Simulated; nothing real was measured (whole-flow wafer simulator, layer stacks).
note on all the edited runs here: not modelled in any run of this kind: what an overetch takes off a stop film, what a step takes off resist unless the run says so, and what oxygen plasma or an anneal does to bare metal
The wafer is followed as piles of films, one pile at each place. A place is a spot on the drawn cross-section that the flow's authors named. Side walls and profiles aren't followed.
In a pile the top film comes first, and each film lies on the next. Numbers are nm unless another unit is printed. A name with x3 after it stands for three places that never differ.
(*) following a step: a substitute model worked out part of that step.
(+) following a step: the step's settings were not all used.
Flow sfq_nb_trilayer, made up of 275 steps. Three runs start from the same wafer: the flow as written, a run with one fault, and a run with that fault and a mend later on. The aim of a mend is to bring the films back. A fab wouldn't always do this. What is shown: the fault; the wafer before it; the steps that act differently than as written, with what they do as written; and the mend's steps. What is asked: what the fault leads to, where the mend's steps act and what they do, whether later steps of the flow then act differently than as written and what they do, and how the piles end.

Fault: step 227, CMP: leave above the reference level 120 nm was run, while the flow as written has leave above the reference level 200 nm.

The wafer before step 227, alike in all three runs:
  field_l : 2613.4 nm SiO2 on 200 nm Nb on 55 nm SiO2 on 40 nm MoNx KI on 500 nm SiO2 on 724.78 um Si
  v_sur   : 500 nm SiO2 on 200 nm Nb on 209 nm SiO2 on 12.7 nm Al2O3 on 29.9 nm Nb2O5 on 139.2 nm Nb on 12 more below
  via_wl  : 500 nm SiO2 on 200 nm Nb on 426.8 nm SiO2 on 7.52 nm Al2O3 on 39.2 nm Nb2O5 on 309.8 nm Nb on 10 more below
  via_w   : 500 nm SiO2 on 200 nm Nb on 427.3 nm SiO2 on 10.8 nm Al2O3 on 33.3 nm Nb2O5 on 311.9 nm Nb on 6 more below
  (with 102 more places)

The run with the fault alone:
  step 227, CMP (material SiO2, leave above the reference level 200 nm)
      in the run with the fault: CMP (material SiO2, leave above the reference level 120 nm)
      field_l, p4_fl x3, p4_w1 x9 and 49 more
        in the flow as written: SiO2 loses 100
        in the run with the fault: SiO2 loses 180
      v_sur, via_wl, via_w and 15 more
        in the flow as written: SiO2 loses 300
        in the run with the fault: SiO2 loses 380
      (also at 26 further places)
  Later steps of the flow acting differently than as written (not shown: 3 more steps that differ only slightly, by at most 2% or 0.5 nm, whichever is larger):
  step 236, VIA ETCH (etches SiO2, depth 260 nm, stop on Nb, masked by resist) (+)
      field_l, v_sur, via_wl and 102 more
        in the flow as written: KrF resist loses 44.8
        in the run with the fault: KrF resist loses 31
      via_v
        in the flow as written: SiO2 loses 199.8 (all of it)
        in the run with the fault: SiO2 loses 119.8 (all of it)
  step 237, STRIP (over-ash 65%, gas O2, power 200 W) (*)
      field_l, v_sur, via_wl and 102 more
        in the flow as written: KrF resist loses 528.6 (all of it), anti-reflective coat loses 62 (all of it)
        in the run with the fault: KrF resist loses 542.4 (all of it), anti-reflective coat loses 62 (all of it)
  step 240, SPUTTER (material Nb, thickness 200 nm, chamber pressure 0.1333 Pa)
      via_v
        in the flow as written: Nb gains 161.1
        in the run with the fault: Nb gains 180.7
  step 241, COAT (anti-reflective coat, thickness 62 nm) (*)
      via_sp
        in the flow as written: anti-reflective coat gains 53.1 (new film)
        in the run with the fault: anti-reflective coat gains 54.6 (new film)
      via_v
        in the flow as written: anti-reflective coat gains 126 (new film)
        in the run with the fault: anti-reflective coat gains 107.1 (new film)
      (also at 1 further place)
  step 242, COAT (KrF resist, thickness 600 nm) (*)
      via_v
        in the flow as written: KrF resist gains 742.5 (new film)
        in the run with the fault: KrF resist gains 675.1 (new film)
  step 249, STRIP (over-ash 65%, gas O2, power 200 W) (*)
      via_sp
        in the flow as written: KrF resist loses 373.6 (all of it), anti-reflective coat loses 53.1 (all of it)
        in the run with the fault: KrF resist loses 379.2 (all of it), anti-reflective coat loses 54.6 (all of it)
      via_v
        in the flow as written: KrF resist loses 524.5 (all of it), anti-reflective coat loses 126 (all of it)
        in the run with the fault: KrF resist loses 457.3 (all of it), anti-reflective coat loses 107.1 (all of it)
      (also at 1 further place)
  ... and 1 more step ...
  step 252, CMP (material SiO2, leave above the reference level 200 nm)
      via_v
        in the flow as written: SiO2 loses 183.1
        in the run with the fault: SiO2 loses 161.8
  The piles end different from the flow's at field_l, v_sur, via_wl and 103 more by more than 2% or 0.5 nm, whichever is larger.
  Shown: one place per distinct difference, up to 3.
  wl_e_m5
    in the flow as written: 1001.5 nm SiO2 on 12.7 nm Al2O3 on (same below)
    in the run with the fault: 921.5 nm SiO2 on 12.7 nm Al2O3 on (same below)
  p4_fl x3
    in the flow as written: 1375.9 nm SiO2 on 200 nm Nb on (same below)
    in the run with the fault: 1295.9 nm SiO2 on 200 nm Nb on (same below)
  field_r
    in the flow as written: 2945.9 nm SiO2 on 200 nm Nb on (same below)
    in the run with the fault: 2865.9 nm SiO2 on 200 nm Nb on (same below)

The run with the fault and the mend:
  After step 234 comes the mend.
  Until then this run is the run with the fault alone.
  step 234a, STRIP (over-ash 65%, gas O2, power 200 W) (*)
      field_l, v_sur, via_wl and 102 more
        KrF resist loses 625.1 (all of it), anti-reflective coat loses 62 (all of it)
      via_v
        anti-reflective coat loses 62 (all of it)
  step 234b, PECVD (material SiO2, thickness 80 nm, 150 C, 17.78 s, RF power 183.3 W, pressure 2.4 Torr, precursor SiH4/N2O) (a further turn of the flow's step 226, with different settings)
      field_l, v_sur, via_wl and 103 more
        SiO2 gains 80
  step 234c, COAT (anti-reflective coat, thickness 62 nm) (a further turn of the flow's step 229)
      field_l, v_sur, via_wl and 103 more
        anti-reflective coat gains 62 (new film)
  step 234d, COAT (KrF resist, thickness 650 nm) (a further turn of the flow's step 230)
      field_l, v_sur, via_wl and 103 more
        KrF resist gains 650 (new film)
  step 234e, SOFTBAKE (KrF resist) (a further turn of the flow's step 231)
      leaves every film unchanged at each place that is followed
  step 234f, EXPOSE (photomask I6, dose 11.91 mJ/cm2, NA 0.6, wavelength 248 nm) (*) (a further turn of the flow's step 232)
      leaves every film unchanged at each place that is followed
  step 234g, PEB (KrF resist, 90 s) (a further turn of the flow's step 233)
      field_l, v_sur, via_wl and 103 more
        KrF resist loses 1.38
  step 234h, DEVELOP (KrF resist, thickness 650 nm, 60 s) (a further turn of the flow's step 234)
      field_l, v_sur, via_wl and 102 more
        KrF resist loses 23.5
      via_v
        KrF resist loses 648.6 (all of it)
  Later steps of the flow that are run all act as written at every place that is followed.
  The piles end the same as the flow's at every place that both follow.
